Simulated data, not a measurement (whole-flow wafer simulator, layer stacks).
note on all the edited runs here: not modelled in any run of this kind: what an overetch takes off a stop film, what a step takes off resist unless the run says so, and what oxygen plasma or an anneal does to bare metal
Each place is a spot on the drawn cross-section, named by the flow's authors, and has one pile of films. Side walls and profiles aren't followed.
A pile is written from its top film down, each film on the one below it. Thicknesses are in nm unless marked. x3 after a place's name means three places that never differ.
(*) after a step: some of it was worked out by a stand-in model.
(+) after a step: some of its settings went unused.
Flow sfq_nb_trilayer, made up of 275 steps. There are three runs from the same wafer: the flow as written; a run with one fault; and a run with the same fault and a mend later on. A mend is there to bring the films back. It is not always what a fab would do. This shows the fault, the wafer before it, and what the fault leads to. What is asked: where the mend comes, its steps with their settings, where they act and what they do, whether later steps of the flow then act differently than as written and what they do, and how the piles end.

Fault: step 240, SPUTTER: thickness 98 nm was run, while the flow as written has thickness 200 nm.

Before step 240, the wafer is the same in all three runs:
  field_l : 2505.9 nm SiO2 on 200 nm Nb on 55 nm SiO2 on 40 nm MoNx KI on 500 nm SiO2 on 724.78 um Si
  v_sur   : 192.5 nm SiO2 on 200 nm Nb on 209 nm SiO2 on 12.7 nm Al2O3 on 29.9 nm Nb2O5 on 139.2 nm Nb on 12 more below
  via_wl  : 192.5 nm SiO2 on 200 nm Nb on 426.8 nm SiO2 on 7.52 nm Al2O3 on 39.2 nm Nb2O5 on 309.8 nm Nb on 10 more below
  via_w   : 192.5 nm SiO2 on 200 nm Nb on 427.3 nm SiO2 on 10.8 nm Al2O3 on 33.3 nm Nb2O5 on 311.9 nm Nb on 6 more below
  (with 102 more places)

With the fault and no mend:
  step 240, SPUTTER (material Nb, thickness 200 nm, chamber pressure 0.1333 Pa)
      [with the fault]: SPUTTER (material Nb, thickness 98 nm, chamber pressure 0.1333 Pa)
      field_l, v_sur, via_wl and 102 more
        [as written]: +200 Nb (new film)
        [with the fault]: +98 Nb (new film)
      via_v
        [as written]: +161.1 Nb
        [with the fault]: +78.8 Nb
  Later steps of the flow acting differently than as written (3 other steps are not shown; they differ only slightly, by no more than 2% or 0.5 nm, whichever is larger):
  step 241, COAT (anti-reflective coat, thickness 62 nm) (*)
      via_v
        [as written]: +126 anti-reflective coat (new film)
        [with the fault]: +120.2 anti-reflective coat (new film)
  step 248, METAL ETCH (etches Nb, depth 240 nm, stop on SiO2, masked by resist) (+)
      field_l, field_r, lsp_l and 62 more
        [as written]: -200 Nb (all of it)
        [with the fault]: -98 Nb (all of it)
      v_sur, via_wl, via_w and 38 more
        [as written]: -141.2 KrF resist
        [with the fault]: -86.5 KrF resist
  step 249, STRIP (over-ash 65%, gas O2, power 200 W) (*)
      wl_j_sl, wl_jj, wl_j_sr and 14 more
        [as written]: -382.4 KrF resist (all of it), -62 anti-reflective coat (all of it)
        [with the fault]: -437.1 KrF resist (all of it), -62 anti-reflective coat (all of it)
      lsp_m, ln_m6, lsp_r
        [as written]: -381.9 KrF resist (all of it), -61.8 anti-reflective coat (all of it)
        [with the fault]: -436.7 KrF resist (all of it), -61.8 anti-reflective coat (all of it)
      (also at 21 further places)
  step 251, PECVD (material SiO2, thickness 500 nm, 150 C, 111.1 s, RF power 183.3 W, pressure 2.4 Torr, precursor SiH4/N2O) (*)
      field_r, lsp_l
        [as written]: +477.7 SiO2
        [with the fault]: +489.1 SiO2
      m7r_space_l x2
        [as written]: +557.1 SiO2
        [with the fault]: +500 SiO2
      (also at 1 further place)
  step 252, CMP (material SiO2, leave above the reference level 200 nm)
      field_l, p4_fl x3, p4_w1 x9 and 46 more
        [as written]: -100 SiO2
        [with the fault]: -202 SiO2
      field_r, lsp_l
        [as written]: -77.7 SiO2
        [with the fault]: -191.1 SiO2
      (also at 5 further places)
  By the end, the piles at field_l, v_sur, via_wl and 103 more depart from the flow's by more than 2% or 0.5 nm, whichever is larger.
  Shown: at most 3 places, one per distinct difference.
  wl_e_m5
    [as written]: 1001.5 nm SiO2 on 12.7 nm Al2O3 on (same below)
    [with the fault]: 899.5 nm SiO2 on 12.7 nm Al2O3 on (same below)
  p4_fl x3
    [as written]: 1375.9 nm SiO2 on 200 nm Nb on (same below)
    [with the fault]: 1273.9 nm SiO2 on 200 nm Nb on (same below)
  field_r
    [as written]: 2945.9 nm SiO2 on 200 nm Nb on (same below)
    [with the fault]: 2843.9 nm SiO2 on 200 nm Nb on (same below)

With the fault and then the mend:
  The mend follows step 240.
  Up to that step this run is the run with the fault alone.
  step 240a, SPUTTER (material Nb, thickness 102 nm, chamber pressure 0.1333 Pa) (the flow's step 240 again, with other settings)
      field_l, v_sur, via_wl and 102 more
        +102 Nb
      via_v
        +79.8 Nb
  None of the later steps of the flow differs from how it acts as written, at any place that is followed, by more than 2% or 0.5 nm, whichever is larger.
  The piles end only slightly different from the flow's at the places that both follow, by no more than 2% or 0.5 nm, whichever is larger.
